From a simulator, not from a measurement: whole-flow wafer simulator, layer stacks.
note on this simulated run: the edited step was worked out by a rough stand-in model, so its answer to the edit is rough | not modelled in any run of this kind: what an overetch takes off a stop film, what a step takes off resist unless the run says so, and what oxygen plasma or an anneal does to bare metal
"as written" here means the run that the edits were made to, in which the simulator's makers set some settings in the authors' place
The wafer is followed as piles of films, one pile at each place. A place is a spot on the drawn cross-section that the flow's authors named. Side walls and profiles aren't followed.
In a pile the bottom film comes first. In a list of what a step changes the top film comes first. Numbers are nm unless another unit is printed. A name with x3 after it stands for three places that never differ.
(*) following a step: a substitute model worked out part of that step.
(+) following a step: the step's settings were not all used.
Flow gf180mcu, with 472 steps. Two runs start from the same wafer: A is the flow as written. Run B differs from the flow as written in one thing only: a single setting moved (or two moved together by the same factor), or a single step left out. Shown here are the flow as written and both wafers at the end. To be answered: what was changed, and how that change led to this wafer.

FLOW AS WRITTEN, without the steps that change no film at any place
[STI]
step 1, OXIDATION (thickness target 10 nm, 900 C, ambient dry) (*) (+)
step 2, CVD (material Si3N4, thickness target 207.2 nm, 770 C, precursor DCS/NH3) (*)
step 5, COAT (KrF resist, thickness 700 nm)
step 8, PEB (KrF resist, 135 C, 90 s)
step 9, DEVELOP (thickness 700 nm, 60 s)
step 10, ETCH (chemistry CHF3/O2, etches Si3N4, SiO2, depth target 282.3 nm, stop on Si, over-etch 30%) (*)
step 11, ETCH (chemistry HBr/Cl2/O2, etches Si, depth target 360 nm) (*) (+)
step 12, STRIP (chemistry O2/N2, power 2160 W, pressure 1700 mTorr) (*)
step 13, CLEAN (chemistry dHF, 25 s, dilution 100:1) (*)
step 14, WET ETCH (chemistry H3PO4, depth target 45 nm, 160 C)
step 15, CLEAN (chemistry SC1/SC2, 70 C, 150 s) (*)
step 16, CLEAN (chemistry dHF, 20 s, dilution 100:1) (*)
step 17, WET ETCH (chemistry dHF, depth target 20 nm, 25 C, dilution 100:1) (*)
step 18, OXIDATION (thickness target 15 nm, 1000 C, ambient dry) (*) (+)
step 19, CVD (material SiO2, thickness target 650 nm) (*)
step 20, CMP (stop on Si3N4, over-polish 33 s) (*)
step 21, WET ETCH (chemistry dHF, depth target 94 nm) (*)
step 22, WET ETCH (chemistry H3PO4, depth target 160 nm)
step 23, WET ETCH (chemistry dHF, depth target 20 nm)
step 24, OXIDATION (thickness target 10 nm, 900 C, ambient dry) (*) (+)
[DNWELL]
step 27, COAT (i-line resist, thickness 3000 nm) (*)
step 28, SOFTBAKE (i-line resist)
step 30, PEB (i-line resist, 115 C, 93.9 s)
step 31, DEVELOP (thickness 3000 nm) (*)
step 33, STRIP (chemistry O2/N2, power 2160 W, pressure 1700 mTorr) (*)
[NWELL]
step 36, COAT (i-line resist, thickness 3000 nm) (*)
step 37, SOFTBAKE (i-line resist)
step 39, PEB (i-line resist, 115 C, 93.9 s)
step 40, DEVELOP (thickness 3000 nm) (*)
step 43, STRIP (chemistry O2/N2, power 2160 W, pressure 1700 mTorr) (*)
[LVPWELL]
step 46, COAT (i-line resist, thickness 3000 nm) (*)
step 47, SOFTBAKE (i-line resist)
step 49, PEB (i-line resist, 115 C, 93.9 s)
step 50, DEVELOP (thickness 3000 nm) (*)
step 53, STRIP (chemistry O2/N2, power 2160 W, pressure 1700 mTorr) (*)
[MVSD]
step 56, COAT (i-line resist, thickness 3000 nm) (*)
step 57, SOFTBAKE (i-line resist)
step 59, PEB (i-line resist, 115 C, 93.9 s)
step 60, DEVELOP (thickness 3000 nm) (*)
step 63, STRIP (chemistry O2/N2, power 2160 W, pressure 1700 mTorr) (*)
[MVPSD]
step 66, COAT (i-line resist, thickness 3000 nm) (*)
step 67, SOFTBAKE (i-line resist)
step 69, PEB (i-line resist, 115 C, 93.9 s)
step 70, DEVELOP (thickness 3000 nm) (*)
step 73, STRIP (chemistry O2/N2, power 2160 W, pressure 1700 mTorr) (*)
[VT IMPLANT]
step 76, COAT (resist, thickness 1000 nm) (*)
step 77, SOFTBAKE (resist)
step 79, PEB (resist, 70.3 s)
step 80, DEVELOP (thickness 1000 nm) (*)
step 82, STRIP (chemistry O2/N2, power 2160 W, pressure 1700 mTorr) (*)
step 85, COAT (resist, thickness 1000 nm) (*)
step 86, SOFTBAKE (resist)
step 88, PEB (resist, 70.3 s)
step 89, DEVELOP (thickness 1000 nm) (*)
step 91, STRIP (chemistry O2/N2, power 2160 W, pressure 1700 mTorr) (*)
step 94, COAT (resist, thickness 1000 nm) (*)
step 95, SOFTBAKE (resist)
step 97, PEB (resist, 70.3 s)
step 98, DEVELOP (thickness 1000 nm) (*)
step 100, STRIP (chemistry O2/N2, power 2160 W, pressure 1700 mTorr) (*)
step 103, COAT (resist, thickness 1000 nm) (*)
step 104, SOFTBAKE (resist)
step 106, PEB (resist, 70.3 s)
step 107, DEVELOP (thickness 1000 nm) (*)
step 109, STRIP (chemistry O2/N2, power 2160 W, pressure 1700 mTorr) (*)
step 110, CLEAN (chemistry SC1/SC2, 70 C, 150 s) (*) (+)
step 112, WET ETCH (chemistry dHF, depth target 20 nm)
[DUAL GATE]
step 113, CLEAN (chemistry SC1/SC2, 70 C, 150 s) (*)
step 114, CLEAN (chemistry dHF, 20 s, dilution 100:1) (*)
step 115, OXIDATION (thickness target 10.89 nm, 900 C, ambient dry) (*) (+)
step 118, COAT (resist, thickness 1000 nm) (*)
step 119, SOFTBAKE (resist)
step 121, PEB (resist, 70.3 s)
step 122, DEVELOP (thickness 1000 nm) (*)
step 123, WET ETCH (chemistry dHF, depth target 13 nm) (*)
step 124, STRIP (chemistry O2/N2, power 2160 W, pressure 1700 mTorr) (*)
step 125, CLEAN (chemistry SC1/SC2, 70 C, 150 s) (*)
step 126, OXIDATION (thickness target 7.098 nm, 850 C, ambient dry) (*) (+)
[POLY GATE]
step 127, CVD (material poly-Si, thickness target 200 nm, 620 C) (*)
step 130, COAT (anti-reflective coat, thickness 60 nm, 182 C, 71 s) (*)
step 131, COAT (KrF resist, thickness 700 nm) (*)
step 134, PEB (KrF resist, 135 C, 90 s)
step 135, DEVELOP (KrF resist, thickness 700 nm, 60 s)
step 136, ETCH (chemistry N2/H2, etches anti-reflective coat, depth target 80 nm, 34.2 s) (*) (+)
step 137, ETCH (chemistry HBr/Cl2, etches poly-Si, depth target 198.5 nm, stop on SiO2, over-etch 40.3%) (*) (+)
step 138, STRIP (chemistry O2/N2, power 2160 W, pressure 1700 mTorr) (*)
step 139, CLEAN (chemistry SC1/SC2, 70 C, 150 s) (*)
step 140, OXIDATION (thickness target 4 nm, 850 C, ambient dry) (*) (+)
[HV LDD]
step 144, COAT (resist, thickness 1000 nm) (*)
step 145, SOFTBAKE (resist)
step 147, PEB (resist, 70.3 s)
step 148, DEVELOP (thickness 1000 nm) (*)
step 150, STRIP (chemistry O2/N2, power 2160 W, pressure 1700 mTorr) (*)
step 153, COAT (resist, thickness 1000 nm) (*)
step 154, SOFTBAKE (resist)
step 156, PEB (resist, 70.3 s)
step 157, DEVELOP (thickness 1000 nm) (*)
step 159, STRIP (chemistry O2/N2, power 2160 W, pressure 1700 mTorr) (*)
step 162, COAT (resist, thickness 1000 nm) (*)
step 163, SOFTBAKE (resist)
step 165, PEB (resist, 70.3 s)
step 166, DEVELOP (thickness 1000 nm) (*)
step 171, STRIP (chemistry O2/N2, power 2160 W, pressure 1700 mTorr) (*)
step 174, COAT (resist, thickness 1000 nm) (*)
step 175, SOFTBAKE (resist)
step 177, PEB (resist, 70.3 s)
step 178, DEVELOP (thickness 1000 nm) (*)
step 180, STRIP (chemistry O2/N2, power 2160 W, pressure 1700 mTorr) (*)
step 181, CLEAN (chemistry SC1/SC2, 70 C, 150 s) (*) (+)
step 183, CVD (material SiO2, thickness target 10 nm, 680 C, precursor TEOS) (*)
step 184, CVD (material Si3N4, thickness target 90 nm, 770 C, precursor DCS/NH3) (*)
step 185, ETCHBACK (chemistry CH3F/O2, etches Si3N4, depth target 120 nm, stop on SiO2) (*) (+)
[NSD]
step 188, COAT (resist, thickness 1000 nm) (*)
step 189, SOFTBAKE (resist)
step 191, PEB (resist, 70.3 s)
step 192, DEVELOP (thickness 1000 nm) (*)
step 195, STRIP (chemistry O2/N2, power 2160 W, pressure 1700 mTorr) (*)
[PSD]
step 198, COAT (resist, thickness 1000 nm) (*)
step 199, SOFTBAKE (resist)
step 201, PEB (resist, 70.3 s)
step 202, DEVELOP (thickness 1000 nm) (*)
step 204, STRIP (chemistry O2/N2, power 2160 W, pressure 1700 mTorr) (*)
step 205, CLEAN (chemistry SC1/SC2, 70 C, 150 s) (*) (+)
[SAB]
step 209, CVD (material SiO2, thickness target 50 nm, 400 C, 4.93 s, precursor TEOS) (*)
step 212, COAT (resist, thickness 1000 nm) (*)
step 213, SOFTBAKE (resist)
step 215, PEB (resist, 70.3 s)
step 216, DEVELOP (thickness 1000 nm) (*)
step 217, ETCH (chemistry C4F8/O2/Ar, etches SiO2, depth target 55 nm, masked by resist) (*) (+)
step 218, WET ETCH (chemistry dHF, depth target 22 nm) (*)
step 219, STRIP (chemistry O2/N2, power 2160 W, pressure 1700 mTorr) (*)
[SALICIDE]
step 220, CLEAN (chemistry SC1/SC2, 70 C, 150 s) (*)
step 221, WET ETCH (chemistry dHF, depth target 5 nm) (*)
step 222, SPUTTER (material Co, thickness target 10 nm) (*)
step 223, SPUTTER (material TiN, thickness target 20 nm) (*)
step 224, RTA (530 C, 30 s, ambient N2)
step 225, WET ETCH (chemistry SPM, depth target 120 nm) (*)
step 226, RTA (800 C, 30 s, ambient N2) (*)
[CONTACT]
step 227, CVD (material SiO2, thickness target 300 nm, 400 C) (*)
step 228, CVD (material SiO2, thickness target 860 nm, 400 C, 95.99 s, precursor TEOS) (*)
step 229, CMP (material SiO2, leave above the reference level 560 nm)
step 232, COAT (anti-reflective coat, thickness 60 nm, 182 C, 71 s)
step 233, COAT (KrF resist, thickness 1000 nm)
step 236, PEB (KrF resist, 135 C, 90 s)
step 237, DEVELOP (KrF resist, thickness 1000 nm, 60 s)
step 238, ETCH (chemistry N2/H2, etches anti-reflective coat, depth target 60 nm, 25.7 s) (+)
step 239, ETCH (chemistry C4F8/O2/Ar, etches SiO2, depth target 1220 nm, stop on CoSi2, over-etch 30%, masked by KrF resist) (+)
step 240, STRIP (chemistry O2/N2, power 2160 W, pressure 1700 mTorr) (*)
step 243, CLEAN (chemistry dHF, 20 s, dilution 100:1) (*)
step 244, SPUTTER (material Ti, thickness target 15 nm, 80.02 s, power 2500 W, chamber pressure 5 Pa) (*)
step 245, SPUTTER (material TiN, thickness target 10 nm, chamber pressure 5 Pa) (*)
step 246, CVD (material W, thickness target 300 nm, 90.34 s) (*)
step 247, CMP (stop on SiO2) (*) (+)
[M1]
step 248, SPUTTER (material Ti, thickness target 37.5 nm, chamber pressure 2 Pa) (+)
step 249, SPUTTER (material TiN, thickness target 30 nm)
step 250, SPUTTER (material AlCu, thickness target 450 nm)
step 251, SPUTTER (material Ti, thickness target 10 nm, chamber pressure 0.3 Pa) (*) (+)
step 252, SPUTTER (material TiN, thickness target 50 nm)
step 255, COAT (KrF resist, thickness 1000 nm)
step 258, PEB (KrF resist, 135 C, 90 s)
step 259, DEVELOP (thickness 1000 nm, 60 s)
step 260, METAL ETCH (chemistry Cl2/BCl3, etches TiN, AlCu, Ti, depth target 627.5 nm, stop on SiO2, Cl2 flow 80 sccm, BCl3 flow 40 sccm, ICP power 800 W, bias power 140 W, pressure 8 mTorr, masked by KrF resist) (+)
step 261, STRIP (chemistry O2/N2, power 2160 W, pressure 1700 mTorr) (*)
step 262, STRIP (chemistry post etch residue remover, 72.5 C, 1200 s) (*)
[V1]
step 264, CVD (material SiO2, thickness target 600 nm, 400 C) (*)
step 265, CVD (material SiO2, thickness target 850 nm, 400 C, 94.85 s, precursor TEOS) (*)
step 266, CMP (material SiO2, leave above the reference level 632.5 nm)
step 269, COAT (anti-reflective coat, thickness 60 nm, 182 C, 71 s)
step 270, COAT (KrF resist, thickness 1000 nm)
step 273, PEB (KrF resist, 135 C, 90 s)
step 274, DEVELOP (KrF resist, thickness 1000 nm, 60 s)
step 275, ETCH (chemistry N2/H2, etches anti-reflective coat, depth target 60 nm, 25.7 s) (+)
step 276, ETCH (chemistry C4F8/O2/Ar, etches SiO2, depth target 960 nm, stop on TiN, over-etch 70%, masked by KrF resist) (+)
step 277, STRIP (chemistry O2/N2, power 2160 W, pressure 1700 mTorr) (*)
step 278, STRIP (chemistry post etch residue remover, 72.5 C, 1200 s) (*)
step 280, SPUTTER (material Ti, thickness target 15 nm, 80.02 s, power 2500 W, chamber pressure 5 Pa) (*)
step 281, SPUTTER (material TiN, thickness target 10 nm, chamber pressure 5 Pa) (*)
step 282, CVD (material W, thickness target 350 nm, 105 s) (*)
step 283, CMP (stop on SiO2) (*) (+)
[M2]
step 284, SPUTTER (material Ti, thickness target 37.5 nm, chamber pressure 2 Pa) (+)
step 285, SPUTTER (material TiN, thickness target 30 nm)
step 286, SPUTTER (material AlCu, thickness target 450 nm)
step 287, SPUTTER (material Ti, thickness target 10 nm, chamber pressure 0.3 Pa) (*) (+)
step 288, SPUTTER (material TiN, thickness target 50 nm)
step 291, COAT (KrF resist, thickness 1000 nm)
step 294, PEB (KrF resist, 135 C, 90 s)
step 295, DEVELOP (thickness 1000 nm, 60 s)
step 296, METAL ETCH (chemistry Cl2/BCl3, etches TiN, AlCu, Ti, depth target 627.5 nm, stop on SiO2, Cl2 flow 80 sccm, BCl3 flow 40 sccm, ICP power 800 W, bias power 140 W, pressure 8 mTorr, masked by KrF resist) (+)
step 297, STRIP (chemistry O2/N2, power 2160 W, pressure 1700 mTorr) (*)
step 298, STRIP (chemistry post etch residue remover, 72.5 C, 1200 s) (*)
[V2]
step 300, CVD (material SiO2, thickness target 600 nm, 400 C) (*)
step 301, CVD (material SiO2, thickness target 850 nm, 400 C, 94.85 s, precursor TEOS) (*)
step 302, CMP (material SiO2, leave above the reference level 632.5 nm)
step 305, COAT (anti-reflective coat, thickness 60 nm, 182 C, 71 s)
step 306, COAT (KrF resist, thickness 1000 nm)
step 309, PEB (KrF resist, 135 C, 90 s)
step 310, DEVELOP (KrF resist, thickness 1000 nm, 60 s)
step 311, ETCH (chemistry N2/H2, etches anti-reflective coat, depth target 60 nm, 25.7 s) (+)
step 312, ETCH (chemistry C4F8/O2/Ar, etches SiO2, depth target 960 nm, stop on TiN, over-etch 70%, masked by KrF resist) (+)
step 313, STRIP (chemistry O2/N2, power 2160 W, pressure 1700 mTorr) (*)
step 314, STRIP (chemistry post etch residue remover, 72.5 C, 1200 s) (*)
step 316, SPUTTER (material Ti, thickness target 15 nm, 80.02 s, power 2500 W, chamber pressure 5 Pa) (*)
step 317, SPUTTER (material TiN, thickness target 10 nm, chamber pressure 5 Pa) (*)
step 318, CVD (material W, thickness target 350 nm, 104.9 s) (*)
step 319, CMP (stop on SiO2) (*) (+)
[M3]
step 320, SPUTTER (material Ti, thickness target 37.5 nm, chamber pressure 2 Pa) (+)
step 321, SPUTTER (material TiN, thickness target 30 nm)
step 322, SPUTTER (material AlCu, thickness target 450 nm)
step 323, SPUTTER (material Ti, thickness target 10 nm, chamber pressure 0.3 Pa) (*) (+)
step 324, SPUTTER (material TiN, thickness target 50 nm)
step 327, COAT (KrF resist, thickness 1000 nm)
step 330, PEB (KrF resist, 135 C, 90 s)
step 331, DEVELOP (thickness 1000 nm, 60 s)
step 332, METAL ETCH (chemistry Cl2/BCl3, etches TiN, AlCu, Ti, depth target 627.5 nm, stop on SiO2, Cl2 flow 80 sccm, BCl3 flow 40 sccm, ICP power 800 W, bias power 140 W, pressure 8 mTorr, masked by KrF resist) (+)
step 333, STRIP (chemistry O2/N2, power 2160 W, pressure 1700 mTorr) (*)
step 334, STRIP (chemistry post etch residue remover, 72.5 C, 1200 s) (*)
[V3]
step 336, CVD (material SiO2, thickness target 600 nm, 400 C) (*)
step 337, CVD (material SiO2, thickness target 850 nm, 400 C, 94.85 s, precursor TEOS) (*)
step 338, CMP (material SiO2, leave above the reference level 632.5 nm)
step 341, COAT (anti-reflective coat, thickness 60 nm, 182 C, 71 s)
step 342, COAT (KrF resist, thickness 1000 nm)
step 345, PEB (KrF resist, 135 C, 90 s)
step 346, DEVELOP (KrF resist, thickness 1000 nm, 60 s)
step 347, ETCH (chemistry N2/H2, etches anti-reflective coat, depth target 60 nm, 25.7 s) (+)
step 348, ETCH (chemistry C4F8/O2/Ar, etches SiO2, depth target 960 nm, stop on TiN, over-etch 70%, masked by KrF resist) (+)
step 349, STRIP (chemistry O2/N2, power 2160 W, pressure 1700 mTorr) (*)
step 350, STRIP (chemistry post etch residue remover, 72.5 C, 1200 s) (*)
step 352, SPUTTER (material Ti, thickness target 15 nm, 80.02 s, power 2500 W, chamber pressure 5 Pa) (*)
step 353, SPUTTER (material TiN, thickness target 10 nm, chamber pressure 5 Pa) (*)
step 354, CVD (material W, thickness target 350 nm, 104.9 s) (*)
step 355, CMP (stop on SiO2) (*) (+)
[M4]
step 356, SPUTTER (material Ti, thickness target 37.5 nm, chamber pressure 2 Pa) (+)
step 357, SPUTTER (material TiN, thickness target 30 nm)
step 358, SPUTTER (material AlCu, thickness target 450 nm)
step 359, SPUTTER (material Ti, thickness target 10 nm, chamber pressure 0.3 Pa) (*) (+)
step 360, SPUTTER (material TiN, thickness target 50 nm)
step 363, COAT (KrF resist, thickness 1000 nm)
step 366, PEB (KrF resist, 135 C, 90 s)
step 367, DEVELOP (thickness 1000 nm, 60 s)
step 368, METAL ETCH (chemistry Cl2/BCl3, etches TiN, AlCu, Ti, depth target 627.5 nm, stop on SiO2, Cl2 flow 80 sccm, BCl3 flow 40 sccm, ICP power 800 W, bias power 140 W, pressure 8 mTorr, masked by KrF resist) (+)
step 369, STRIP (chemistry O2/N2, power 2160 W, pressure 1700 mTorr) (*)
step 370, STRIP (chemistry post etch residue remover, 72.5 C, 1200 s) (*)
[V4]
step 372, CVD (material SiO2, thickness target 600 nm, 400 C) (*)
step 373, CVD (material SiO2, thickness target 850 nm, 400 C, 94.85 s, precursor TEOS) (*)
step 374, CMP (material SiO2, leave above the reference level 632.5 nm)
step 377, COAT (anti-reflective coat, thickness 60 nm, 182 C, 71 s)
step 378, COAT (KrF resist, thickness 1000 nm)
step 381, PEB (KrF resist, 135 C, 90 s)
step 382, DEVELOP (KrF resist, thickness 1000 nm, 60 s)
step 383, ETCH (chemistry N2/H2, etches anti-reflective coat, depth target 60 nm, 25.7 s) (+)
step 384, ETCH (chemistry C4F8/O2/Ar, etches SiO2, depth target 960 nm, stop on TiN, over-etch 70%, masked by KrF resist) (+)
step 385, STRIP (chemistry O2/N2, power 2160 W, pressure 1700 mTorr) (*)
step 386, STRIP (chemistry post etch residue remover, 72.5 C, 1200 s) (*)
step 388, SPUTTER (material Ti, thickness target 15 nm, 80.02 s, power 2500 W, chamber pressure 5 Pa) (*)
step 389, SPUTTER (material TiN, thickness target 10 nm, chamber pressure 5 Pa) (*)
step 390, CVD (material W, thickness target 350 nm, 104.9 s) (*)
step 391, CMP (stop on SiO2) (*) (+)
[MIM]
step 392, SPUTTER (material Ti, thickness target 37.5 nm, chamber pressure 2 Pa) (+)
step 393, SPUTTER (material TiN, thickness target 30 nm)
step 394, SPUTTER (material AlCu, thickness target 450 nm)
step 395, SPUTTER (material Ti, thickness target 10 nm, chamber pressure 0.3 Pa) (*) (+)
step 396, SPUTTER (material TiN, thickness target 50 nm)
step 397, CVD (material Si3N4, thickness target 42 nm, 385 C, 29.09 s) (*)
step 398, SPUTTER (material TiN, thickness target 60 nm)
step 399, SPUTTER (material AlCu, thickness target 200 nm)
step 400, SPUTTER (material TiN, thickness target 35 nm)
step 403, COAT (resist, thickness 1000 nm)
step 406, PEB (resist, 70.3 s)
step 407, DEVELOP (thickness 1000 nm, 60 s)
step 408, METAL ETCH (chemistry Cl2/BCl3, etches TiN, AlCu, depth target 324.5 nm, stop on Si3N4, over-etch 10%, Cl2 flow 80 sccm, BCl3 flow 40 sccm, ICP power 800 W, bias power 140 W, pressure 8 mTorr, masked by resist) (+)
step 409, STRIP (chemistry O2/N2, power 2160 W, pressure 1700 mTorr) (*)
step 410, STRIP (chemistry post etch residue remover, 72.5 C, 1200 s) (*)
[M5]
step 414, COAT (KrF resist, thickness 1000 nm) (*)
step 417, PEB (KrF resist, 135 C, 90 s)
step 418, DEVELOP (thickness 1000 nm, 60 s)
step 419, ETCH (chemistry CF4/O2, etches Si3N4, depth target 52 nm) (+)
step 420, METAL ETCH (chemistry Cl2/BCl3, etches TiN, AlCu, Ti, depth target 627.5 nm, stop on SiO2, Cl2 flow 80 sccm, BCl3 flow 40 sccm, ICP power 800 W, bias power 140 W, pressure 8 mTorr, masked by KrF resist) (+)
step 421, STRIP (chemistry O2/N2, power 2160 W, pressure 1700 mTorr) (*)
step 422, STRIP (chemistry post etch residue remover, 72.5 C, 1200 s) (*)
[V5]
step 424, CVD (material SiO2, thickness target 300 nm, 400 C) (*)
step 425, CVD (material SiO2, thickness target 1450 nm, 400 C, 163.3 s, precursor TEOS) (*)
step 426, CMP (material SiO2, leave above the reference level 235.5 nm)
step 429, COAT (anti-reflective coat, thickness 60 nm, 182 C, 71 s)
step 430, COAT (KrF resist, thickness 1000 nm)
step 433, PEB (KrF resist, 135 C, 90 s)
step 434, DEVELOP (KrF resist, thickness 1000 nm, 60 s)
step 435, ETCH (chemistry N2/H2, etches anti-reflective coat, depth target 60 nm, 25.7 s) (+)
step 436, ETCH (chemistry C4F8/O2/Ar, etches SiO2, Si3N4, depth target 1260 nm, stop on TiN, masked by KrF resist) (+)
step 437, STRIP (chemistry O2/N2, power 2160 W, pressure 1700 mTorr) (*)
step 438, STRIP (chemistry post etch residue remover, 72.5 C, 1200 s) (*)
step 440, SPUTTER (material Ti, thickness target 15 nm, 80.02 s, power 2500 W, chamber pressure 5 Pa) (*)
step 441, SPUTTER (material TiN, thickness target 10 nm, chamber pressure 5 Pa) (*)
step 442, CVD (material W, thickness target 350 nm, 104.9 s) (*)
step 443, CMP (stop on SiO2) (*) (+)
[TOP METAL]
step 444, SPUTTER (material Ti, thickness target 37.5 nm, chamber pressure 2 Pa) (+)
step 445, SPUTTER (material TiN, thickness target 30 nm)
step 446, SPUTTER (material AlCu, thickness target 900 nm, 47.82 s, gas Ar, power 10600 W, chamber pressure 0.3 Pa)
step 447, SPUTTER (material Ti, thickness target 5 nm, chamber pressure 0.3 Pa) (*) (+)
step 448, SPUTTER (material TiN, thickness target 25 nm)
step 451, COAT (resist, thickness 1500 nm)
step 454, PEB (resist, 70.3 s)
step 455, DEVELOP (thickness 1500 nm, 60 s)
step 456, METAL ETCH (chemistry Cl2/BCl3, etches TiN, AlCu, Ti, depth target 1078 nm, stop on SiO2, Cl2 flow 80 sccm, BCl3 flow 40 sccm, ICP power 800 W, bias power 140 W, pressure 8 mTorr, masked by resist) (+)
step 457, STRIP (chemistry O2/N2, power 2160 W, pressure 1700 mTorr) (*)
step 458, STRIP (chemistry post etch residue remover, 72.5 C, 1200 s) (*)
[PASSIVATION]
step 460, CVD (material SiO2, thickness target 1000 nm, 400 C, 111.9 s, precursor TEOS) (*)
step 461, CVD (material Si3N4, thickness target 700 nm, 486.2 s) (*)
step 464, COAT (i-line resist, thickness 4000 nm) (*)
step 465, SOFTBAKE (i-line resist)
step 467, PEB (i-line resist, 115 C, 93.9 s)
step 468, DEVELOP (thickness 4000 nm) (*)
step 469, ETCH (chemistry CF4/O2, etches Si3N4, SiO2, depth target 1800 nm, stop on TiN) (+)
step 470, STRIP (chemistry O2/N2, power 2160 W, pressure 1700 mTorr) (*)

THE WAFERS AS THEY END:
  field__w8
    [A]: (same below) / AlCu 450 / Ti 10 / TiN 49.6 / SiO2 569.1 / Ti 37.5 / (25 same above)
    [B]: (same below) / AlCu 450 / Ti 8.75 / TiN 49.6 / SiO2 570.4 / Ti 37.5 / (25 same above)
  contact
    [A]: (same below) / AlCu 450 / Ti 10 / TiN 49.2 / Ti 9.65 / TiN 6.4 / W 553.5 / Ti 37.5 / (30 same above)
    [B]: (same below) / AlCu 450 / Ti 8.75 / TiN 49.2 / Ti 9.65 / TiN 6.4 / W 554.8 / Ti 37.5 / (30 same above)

The reason: step 287, SPUTTER: thickness target 8.75 nm was run, while the flow as written has thickness target 10 nm.
The wafer lets one read it off: field__w8 has Ti 8.75, and step 287 as written asks for 10 nm.

Step by step, how the change led to this:
  step 287, SPUTTER (material Ti, thickness target 10 nm, chamber pressure 0.3 Pa) (*) (+)
      field, field__w1, field__w2 and 108 more: A +10 Ti (new film) | B +8.75 Ti (new film)
  step 296, METAL ETCH (chemistry Cl2/BCl3, etches TiN, AlCu, Ti, depth target 627.5 nm, stop on SiO2, Cl2 flow 80 sccm, BCl3 flow 40 sccm, ICP power 800 W, bias power 140 W, pressure 8 mTorr, masked by KrF resist) (+)
      field, field__w1, field__w2 and 103 more: A -50 TiN (all of it), -10 Ti (all of it), -450 AlCu (all of it), -30 TiN (all of it), -37.5 Ti (all of it) | B -50 TiN (all of it), -8.75 Ti (all of it), -450 AlCu (all of it), -30 TiN (all of it), -37.5 Ti (all of it)
